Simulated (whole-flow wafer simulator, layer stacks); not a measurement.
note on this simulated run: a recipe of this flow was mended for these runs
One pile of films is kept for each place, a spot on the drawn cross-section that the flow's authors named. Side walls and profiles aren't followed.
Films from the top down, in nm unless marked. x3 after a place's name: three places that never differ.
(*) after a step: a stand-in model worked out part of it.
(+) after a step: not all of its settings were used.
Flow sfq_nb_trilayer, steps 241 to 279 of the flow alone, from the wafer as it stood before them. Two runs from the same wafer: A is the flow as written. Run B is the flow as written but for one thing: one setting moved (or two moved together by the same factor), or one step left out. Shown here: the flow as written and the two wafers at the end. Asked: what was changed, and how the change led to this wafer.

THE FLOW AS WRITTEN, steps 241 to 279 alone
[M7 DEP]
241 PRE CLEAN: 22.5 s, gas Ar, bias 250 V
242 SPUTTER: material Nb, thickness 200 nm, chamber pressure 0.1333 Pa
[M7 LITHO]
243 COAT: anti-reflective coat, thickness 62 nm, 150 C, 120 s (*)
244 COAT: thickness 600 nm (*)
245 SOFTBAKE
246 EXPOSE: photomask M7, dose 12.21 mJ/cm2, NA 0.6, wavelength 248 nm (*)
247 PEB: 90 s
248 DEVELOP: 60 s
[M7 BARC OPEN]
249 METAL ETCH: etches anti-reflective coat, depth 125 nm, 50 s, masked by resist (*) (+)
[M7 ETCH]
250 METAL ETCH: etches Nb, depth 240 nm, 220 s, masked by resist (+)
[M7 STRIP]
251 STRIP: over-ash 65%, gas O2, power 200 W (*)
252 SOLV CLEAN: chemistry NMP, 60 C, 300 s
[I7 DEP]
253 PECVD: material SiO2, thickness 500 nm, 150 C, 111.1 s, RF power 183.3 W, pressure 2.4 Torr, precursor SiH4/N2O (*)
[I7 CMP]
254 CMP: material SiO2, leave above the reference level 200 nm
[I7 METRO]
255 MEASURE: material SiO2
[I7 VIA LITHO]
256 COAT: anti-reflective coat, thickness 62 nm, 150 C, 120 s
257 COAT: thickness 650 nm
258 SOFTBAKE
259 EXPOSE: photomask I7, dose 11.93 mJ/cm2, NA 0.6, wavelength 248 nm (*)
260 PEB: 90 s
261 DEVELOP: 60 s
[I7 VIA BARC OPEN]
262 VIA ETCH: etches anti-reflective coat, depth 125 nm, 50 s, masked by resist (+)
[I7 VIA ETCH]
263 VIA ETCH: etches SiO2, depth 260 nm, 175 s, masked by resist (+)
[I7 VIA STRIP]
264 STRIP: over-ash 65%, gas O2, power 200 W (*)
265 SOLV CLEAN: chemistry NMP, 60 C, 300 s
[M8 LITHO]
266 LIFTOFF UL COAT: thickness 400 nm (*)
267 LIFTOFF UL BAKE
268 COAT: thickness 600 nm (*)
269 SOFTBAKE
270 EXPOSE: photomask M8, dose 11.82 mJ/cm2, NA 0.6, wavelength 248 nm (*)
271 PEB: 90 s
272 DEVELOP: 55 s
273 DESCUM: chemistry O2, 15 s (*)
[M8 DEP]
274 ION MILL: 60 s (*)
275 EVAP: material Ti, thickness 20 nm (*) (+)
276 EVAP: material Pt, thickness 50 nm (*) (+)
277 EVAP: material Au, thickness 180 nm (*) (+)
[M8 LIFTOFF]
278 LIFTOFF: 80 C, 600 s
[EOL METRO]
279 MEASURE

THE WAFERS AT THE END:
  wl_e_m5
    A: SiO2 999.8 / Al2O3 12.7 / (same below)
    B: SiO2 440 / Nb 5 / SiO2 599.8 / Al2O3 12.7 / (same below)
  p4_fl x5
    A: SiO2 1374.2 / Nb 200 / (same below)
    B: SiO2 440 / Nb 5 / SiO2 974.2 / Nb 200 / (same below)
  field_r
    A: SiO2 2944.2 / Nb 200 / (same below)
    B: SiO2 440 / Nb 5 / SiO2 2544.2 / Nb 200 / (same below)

The cause: step 242, SPUTTER: thickness 245 nm was run, where the flow has thickness 200 nm.

How the change led to this, step by step:
  242 SPUTTER: material Nb, thickness 200 nm, chamber pressure 0.1333 Pa
      field_l, v_sur, via_wl and 102 more: A Nb +200 (new film) | B Nb +245 (new film)
      via_v: A Nb +159.9 | B Nb +196
  243 COAT: anti-reflective coat, thickness 62 nm, 150 C, 120 s (*)
      via_v: A anti-reflective coat +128 (new film) | B anti-reflective coat +131.6 (new film)
  250 METAL ETCH: etches Nb, depth 240 nm, 220 s, masked by resist (+)
      field_l, field_r, lsp_l and 62 more: A Nb -200 (all of it), SiO2 -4 | B Nb -240
  251 STRIP: over-ash 65%, gas O2, power 200 W (*)
      via_v: A KrF-resist-other-grade -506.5 (all of it), anti-reflective coat -128 (all of it) | B KrF-resist-other-grade -511.1 (all of it), anti-reflective coat -131.6 (all of it)
  253 PECVD: material SiO2, thickness 500 nm, 150 C, 111.1 s, RF power 183.3 W, pressure 2.4 Torr, precursor SiH4/N2O (*)
      field_l, p4_fl x5, p4_w1 x9 and 44 more: A SiO2 +500 | B SiO2 +500 (new film)
      field_r, lsp_l: A SiO2 +477.2 | B SiO2 +473.2 (new film)
      (and at 5 more places)
  254 CMP: material SiO2, leave above the reference level 200 nm
      field_l, p4_fl x5, p4_w1 x9 and 44 more: A SiO2 -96 | B SiO2 -60
      field_r, lsp_l: A SiO2 -73.2 | B SiO2 -33.2
      (and at 3 more places)
Counting metal films that touch as one body, wl_e_m5 has 7 bodies (between them, from the top down: SiO2 599.8 / Al2O3 12.7 / Nb2O5 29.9; SiO2 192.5; SiO2 192.5; SiO2 192.5; SiO2 192.5; SiO2 192.5); the flow as written gives 6 bodies (between them, from the top down: SiO2 192.5; SiO2 192.5; SiO2 192.5; SiO2 192.5; SiO2 192.5).
Counting metal films that touch as one body, p4_fl x5 has 3 bodies (between them, from the top down: SiO2 974.2; SiO2 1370); the flow as written gives 2 bodies (between them, from the top down: SiO2 1370).
Counting metal films that touch as one body, field_r has 2 bodies (between them, from the top down: SiO2 2544.2); the flow as written gives 1 body.
